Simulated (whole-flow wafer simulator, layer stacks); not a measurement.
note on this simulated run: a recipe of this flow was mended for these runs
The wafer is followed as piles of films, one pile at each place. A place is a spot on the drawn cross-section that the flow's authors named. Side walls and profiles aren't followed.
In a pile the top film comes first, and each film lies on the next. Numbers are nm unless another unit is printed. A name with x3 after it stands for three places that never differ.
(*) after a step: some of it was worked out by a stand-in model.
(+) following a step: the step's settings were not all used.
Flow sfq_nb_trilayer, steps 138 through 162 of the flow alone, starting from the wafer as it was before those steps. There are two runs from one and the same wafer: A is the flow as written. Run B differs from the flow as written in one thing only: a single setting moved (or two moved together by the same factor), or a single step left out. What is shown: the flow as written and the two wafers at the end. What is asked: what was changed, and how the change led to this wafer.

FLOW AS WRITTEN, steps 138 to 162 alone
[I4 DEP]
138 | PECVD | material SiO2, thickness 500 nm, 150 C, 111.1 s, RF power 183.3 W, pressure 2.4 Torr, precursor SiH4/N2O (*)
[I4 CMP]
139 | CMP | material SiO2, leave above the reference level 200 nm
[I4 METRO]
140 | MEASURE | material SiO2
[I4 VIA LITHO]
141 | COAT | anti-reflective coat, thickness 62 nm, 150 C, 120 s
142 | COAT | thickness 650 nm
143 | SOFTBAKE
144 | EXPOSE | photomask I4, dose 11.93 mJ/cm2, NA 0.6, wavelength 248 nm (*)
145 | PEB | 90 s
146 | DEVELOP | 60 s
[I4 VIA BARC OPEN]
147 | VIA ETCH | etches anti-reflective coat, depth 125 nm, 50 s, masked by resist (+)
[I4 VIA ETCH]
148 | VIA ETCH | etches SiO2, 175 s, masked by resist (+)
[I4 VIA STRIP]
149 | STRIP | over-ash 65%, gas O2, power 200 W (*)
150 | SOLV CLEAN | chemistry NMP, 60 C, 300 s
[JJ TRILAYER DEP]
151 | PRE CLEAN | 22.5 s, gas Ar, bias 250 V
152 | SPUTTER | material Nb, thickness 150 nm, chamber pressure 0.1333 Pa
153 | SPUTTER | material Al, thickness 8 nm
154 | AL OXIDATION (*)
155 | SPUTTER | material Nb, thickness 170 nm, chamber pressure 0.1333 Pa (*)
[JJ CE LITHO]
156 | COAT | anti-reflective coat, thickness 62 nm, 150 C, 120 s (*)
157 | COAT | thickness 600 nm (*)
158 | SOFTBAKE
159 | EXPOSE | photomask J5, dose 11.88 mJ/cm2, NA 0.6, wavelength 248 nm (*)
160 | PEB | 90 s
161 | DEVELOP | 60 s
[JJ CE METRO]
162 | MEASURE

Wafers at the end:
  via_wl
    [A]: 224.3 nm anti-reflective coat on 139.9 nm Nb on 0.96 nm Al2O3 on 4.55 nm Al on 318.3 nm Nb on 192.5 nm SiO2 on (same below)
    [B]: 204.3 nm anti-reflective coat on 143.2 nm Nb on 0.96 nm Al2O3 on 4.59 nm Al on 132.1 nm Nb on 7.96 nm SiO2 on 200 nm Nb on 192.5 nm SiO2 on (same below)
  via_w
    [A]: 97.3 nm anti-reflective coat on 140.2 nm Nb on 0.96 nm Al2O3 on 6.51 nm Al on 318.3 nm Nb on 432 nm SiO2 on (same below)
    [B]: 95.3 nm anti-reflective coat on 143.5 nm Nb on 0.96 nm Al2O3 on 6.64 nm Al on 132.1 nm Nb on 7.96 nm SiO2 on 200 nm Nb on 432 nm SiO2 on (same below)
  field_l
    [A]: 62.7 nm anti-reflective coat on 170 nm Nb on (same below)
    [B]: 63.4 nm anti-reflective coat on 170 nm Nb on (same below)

Cause: step 148, VIA ETCH: 124 s was run, though the flow has 175 s.

How this came from the change, step by step:
  148 | VIA ETCH | etches SiO2, 175 s, masked by resist (+)
      via_wl, via_w, via_wr: A -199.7 SiO2 (all of it), -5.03 Nb | B -184.2 SiO2
      field_l, v_sur, via_sp and 100 more: A -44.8 KrF-resist-other-grade | B -31.8 KrF-resist-other-grade
  149 | STRIP | over-ash 65%, gas O2, power 200 W (*)
      field_l, v_sur, via_sp and 100 more: A -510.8 KrF-resist-other-grade (all of it), -62 anti-reflective coat (all of it) | B -523.9 KrF-resist-other-grade (all of it), -62 anti-reflective coat (all of it)
  151 | PRE CLEAN | 22.5 s, gas Ar, bias 250 V
      via_wl, via_w, via_wr: A -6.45 Nb | B -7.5 SiO2
  152 | SPUTTER | material Nb, thickness 150 nm, chamber pressure 0.1333 Pa
      via_wl, via_w, via_wr: A +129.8 Nb | B +132.1 Nb (new film)
  155 | SPUTTER | material Nb, thickness 170 nm, chamber pressure 0.1333 Pa (*)
      via_wl, via_wr: A +139.9 Nb (new film) | B +143.2 Nb (new film)
      via_w: A +140.2 Nb (new film) | B +143.5 Nb (new film)
  156 | COAT | anti-reflective coat, thickness 62 nm, 150 C, 120 s (*)
      via_wl, via_wr: A +224.3 anti-reflective coat (new film) | B +204.3 anti-reflective coat (new film)
      via_w: A +97.3 anti-reflective coat (new film) | B +95.3 anti-reflective coat (new film)
  157 | COAT | thickness 600 nm (*)
      via_w: A +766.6 KrF-resist-other-grade (new film) | B +748.2 KrF-resist-other-grade (new film)
  161 | DEVELOP | 60 s
      via_w: A -764.9 KrF-resist-other-grade (all of it) | B -746.6 KrF-resist-other-grade (all of it)
With metal films that touch counted as one body, via_wl has 7 bodies (between them, from the top down: Al2O3 0.96; SiO2 7.96; SiO2 192.5; SiO2 192.5; SiO2 192.5; SiO2 192.5); the flow as written gives 6 bodies (between them, from the top down: Al2O3 0.96; SiO2 192.5; SiO2 192.5; SiO2 192.5; SiO2 192.5).
With metal films that touch counted as one body, via_w has 5 bodies (between them, from the top down: Al2O3 0.96; SiO2 7.96; SiO2 432; SiO2 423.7); the flow as written gives 4 bodies (between them, from the top down: Al2O3 0.96; SiO2 432; SiO2 423.7).
